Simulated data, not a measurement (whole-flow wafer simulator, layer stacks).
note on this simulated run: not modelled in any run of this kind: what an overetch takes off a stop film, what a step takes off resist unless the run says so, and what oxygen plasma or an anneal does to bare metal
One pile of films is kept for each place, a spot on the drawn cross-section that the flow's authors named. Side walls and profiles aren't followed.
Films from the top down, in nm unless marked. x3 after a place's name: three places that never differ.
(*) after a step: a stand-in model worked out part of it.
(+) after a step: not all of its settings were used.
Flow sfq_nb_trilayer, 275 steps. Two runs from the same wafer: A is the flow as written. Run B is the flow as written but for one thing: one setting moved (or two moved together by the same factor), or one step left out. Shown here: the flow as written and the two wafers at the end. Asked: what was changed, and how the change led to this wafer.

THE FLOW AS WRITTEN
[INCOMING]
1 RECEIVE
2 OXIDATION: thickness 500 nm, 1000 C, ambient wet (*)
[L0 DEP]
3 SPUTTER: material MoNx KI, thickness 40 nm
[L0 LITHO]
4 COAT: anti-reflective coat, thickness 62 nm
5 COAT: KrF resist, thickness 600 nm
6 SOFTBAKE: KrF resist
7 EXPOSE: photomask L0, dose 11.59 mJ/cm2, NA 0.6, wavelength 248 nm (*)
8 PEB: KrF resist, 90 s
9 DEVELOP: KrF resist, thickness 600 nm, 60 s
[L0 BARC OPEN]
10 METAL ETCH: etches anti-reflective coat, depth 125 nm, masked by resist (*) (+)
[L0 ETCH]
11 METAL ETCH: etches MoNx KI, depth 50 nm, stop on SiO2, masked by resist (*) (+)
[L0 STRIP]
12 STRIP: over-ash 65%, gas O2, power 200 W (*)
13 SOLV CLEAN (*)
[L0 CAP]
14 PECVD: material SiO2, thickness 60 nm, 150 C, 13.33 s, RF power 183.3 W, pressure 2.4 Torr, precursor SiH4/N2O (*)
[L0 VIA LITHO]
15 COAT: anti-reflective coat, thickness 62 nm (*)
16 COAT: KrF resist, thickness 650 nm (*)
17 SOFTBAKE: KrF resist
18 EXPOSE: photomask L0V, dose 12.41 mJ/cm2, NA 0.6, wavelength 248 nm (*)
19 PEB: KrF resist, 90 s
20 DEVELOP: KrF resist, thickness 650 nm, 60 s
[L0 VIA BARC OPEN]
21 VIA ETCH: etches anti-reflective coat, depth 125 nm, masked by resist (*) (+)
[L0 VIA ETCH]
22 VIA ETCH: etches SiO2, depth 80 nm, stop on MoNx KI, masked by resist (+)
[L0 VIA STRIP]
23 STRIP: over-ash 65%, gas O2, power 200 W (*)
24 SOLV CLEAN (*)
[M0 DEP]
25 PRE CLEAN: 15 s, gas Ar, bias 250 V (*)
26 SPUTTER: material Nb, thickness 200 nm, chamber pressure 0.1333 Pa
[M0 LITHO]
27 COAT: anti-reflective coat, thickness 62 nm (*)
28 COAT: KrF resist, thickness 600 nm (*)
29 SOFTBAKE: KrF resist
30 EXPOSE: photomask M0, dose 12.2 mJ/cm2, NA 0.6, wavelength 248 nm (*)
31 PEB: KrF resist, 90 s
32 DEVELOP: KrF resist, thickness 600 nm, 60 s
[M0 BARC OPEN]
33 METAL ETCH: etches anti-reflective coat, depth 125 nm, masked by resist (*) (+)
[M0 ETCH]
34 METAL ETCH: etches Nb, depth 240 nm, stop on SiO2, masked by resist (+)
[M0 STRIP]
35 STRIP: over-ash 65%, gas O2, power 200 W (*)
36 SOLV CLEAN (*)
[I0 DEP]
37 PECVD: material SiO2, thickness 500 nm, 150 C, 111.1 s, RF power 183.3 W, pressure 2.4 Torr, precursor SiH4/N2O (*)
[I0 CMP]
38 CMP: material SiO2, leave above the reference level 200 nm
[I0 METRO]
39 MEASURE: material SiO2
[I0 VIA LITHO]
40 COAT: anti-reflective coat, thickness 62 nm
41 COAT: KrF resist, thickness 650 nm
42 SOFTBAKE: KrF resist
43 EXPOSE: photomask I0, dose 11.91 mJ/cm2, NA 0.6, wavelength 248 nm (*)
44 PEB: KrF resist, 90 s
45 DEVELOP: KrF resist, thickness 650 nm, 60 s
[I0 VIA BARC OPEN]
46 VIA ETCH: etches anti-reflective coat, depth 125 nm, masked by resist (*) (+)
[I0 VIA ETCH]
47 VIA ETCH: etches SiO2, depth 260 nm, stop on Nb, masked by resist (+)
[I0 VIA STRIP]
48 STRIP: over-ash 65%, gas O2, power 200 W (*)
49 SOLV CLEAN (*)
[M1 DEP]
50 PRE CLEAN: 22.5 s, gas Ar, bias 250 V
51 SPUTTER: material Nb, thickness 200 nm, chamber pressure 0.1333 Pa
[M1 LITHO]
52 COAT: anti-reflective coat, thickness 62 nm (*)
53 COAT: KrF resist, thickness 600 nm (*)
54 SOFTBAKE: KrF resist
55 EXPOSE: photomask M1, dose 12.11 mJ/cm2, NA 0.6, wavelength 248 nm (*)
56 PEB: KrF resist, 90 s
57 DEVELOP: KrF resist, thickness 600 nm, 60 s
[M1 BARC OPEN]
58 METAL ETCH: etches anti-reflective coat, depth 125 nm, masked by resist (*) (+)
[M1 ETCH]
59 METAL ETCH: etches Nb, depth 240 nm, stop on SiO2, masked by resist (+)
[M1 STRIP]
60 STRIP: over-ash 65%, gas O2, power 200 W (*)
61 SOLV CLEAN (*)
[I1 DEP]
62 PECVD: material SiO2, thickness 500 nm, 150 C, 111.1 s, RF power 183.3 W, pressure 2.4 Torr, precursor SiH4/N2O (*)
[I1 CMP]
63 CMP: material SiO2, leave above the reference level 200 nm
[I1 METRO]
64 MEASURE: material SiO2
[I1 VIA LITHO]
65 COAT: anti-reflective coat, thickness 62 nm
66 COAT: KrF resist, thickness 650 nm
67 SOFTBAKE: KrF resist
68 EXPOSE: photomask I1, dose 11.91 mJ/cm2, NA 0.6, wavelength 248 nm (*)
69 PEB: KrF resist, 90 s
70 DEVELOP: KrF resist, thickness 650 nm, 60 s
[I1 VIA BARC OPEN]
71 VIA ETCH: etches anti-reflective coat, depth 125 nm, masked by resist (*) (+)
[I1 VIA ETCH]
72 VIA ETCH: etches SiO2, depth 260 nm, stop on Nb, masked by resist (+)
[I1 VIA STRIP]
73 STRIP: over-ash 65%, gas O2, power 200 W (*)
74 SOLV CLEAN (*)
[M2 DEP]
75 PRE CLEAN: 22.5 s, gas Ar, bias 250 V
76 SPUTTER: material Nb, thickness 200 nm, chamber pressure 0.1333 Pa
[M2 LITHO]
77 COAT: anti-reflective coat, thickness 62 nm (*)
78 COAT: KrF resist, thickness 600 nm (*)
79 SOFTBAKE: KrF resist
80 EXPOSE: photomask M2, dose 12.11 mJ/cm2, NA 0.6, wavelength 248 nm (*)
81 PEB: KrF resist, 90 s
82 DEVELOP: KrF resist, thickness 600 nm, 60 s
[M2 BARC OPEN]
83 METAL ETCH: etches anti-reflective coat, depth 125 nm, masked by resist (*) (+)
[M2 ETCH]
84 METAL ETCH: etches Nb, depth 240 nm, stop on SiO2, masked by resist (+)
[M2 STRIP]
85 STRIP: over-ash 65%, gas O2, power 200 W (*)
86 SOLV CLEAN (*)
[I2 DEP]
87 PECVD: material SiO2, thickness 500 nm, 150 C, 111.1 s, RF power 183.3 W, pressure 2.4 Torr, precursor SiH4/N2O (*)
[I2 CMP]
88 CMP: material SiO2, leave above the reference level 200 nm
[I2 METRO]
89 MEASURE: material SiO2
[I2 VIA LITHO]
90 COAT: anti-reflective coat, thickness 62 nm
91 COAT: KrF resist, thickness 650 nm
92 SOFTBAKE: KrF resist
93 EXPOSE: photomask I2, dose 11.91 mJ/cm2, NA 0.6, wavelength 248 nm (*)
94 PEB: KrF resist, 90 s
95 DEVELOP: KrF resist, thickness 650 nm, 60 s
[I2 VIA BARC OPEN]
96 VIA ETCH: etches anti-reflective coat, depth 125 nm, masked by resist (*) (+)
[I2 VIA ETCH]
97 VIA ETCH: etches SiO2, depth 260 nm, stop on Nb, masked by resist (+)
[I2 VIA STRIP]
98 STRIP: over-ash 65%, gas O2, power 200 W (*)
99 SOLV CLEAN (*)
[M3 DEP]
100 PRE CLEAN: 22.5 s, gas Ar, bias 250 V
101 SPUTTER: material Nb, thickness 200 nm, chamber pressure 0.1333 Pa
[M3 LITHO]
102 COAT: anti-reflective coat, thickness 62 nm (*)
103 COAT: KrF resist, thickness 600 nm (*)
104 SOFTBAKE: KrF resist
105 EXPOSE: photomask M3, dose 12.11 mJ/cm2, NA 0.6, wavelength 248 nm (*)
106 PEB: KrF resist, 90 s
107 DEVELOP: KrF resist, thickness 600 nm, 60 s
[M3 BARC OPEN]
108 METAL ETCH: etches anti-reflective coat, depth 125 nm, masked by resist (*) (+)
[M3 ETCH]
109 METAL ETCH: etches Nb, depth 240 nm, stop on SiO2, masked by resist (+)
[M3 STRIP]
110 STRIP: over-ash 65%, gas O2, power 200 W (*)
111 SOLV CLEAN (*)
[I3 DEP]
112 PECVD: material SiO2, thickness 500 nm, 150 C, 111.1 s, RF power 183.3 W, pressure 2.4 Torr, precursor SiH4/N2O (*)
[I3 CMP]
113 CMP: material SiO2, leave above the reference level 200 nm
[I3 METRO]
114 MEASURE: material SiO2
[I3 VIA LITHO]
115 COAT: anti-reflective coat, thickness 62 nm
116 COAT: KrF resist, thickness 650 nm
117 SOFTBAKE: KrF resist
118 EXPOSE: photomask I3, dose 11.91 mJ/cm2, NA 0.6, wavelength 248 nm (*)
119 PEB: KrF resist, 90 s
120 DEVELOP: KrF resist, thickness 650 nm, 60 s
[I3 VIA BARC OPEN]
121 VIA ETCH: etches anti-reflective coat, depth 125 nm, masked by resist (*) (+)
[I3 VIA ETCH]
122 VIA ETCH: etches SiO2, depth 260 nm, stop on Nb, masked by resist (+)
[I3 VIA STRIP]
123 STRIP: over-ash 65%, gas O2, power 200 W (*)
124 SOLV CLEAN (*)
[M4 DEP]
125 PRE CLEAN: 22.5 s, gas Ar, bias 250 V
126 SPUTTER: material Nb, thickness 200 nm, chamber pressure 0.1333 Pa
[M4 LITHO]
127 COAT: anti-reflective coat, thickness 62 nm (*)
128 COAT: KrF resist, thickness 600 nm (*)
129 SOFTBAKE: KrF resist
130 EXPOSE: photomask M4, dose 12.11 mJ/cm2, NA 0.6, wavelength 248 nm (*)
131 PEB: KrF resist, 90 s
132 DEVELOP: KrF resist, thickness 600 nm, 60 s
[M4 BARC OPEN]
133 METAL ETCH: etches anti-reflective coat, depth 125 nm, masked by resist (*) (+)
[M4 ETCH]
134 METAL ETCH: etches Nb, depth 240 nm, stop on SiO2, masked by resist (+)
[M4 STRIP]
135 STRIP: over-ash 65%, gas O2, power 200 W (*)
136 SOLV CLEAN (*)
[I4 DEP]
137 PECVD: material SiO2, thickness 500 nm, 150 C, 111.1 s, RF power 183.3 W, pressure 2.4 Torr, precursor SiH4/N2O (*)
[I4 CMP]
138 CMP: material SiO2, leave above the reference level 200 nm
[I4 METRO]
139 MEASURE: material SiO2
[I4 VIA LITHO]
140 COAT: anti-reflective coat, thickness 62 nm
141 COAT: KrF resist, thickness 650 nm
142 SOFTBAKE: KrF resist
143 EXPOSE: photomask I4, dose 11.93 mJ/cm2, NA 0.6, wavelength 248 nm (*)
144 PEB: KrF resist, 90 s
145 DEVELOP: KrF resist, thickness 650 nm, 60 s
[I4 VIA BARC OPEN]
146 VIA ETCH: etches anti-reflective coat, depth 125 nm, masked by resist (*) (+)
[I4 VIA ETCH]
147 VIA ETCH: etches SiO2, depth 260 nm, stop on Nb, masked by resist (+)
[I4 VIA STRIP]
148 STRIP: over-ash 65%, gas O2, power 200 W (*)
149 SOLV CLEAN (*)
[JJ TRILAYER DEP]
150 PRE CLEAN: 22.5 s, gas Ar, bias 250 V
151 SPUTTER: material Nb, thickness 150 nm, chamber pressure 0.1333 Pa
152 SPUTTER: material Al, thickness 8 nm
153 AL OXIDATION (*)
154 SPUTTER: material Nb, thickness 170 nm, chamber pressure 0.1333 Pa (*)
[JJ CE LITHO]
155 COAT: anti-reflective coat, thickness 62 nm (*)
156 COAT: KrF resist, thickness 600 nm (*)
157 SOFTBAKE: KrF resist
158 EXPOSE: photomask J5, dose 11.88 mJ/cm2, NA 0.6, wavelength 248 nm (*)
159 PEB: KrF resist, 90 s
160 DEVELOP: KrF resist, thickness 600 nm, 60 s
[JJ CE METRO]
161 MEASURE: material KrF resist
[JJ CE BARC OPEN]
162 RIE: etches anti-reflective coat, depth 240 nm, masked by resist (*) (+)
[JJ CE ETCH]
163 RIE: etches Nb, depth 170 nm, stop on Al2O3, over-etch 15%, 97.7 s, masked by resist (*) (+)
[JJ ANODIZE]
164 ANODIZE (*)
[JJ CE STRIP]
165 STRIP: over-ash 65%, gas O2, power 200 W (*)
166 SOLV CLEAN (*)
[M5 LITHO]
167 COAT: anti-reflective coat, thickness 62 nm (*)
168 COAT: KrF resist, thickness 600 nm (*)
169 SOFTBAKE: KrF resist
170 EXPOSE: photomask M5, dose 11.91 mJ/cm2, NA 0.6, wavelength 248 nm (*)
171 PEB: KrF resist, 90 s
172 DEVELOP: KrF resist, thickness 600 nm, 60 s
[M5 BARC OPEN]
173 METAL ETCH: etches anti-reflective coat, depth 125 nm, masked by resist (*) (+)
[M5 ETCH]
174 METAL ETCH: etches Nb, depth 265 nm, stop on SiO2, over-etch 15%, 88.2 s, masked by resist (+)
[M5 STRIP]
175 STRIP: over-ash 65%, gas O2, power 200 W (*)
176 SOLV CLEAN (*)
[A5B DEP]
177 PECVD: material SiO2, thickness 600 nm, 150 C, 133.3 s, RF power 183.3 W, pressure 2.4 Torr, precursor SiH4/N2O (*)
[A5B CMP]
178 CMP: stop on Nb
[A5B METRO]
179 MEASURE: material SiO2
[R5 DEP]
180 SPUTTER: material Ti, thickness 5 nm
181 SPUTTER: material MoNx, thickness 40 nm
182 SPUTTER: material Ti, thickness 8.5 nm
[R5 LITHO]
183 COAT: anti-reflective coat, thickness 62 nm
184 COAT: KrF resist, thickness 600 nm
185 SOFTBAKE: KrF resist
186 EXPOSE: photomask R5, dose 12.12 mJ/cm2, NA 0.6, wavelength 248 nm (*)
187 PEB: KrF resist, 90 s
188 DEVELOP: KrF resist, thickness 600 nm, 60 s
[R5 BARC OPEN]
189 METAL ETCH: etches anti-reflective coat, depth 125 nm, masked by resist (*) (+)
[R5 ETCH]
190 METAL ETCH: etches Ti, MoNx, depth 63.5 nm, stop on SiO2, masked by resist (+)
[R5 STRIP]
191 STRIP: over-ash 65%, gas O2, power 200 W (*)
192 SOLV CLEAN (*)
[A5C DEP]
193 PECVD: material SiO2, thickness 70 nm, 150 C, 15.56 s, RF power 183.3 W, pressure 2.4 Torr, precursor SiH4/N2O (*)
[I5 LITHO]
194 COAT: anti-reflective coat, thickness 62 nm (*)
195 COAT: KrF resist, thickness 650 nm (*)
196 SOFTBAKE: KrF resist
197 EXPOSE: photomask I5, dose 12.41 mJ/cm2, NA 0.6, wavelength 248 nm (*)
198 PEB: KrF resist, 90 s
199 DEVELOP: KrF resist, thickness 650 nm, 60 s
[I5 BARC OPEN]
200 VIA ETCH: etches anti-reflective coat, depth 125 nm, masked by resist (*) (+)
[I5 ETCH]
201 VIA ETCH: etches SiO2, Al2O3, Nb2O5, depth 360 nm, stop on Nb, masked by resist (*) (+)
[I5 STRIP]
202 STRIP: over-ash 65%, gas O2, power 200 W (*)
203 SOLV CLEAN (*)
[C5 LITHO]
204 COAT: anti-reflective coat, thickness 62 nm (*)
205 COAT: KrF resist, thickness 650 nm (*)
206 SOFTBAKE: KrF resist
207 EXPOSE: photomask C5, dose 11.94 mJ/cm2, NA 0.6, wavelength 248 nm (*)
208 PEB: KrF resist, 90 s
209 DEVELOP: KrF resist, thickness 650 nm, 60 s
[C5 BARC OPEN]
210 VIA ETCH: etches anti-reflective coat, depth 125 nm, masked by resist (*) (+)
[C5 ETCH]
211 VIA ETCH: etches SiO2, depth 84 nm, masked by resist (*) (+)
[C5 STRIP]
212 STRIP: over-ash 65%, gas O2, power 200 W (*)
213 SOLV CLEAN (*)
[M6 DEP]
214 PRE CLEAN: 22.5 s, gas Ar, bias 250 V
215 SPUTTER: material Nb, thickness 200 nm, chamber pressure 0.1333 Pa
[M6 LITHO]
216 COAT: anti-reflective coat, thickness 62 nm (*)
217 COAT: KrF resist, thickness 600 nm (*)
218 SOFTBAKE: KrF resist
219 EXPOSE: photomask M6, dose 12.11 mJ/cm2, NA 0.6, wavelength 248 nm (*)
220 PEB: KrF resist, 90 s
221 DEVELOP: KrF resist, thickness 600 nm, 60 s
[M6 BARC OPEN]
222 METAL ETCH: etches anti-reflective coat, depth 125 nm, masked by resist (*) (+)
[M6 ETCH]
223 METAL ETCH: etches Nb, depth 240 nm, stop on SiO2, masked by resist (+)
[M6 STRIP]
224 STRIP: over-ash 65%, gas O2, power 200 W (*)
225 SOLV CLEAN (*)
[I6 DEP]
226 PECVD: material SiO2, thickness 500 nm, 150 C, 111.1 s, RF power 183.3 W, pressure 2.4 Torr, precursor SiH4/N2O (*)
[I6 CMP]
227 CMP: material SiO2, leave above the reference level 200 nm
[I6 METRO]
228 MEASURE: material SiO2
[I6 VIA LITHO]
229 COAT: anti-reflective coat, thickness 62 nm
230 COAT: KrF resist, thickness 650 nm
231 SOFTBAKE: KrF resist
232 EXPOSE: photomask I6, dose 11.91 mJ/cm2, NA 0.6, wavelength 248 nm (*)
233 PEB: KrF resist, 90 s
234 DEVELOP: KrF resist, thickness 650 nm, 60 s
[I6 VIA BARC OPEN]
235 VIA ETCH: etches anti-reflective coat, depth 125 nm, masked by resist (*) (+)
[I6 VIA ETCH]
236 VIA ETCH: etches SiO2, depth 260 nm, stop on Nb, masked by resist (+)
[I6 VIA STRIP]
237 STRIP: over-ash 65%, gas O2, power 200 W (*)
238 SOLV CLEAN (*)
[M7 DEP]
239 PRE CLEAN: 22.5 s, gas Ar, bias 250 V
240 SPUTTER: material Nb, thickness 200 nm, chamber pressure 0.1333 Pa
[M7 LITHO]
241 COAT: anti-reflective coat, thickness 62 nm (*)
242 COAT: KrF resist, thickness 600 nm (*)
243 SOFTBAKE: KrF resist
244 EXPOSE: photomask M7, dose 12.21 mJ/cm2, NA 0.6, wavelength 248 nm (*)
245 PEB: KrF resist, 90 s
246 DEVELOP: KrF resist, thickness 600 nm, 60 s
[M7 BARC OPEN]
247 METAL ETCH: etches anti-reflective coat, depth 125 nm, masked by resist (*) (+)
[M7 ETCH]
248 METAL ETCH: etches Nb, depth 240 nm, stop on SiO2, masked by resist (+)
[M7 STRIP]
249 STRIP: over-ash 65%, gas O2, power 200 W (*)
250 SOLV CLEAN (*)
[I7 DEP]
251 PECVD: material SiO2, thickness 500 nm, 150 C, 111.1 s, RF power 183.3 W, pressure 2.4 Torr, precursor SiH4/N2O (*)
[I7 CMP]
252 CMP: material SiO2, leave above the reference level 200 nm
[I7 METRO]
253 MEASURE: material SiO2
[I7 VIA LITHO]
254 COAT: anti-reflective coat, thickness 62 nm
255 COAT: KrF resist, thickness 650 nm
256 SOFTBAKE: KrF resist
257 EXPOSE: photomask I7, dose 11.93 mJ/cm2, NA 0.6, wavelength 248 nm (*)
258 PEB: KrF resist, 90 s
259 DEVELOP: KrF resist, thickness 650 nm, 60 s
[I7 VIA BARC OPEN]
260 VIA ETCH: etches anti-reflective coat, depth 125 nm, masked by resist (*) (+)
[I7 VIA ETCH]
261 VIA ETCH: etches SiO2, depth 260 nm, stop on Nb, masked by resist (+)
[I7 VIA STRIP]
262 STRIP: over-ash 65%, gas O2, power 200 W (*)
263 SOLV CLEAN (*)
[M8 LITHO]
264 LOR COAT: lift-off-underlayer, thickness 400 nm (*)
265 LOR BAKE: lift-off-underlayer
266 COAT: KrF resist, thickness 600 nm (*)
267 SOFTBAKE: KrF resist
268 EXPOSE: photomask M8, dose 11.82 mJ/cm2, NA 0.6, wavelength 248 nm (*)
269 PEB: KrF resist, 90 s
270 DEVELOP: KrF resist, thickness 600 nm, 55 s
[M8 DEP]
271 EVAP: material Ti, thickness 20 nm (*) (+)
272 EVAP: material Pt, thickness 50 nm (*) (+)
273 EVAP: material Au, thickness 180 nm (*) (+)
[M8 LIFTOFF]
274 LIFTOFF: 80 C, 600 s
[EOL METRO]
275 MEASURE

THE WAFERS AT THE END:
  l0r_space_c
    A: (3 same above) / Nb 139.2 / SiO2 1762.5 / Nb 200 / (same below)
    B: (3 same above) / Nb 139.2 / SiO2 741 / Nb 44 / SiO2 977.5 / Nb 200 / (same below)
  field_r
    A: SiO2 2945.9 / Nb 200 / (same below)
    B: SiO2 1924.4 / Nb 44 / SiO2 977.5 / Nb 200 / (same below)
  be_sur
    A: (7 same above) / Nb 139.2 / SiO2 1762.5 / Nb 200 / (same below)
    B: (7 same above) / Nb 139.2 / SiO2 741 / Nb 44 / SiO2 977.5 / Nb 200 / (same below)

The cause: step 109, METAL ETCH: depth 156 nm was run, where the flow has depth 240 nm.

How the change led to this, step by step:
  109 METAL ETCH: etches Nb, depth 240 nm, stop on SiO2, masked by resist (+)
      field_l, be, be_sur and 72 more: A Nb -200 (all of it) | B Nb -156
      v_sur, via_wl, via_w and 28 more: A KrF resist -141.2 | B KrF resist -91.8
  110 STRIP: over-ash 65%, gas O2, power 200 W (*)
      p4_w1, p4_w2, p4_w3 and 21 more: A KrF resist -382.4 (all of it), anti-reflective coat -62 (all of it) | B KrF resist -431.8 (all of it), anti-reflective coat -62 (all of it)
      via_wl, via_wr: A KrF resist -384.2 (all of it), anti-reflective coat -34.2 (all of it) | B KrF resist -433.6 (all of it), anti-reflective coat -34.2 (all of it)
      (and at 5 more places)
  112 PECVD: material SiO2, thickness 500 nm, 150 C, 111.1 s, RF power 183.3 W, pressure 2.4 Torr, precursor SiH4/N2O (*)
      field_l, be, be_sur and 64 more: A SiO2 +500 | B SiO2 +500 (new film)
      p4_g1, p4_g2, p3_s0, p3_s1, p3_s2, p3_s3, p3_s4, p3_s5: A SiO2 +557.1 | B SiO2 +513.1 (new film)
  113 CMP: material SiO2, leave above the reference level 200 nm
      field_l, be, be_sur and 64 more: A SiO2 -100 | B SiO2 -144
Counting metal films that touch as one body, l0r_space_c has 3 bodies (between them, from the top down: SiO2 741; SiO2 977.5); the flow as written gives 2 bodies (between them, from the top down: SiO2 1762.5).
Counting metal films that touch as one body, field_r has 2 bodies (between them, from the top down: SiO2 977.5); the flow as written gives 1 body.
Counting metal films that touch as one body, be_sur has 5 bodies (between them, from the top down: SiO2 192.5; SiO2 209 / Al2O3 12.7 / Nb2O5 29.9; SiO2 741; SiO2 977.5); the flow as written gives 4 bodies (between them, from the top down: SiO2 192.5; SiO2 209 / Al2O3 12.7 / Nb2O5 29.9; SiO2 1762.5).
